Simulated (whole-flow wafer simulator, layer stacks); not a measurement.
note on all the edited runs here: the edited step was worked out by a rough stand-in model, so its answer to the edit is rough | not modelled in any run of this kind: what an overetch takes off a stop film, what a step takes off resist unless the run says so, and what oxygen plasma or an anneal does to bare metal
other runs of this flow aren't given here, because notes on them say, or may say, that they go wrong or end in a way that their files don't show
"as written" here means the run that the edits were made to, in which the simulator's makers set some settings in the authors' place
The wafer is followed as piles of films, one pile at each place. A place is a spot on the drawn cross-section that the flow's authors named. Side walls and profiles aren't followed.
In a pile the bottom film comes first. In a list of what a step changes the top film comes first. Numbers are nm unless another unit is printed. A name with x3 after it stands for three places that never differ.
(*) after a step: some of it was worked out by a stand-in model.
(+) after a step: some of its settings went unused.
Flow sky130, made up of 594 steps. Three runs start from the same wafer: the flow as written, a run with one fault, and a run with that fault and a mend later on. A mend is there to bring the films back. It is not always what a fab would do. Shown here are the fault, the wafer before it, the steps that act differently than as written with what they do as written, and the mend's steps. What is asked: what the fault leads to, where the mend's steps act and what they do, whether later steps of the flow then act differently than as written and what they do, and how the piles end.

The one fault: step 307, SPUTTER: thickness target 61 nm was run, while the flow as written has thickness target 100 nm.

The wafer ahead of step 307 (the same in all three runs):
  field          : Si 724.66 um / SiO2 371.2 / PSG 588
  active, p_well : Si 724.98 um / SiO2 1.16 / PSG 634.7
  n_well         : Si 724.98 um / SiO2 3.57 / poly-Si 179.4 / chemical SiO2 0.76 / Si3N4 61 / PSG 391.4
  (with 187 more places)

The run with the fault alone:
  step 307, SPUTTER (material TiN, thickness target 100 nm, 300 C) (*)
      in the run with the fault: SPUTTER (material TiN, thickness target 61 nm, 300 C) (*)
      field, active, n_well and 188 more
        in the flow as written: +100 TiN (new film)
        in the run with the fault: +61 TiN (new film)
  Later steps of the flow acting differently than as written (1 other step is not shown; it differs only slightly, by no more than 2% or 0.5 nm, whichever is larger):
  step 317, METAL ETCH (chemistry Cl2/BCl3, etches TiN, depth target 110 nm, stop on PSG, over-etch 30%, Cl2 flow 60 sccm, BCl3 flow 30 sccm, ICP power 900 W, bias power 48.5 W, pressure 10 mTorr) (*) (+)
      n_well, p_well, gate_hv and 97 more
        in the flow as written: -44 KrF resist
        in the run with the fault: -31 KrF resist
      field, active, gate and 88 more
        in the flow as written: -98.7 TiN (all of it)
        in the run with the fault: -59.7 TiN (all of it)
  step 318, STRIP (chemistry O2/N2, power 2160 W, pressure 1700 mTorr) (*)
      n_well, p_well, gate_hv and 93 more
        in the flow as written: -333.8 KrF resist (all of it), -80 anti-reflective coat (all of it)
        in the run with the fault: -346.8 KrF resist (all of it), -80 anti-reflective coat (all of it)
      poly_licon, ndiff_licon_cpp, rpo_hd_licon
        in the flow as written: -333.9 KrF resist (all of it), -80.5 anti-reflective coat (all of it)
        in the run with the fault: -346.8 KrF resist (all of it), -80.5 anti-reflective coat (all of it)
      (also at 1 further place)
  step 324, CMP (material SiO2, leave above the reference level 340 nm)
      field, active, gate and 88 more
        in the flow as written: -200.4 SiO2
        in the run with the fault: -239.4 SiO2
  At n_well, p_well, gate_hv and 118 more, the piles at the end differ from the flow's by more than 2% or 0.5 nm, whichever is larger.
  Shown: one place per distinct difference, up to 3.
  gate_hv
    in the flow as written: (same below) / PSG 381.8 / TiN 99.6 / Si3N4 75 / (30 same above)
    in the run with the fault: (same below) / PSG 381.8 / TiN 60.6 / Si3N4 75 / (30 same above)
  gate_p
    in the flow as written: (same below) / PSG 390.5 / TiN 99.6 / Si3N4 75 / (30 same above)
    in the run with the fault: (same below) / PSG 390.5 / TiN 60.6 / Si3N4 75 / (30 same above)
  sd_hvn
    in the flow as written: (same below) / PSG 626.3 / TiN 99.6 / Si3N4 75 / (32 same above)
    in the run with the fault: (same below) / PSG 626.3 / TiN 60.6 / Si3N4 75 / (32 same above)

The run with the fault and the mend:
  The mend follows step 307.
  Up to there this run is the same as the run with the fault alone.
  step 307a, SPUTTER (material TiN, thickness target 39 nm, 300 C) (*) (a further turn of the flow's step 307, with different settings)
      field, active, n_well and 188 more
        +39 TiN
  None of the later steps of the flow differs from how it acts as written, at any place that is followed, by more than 2% or 0.5 nm, whichever is larger.
  By the end, the piles equal the flow's at every place that both follow.
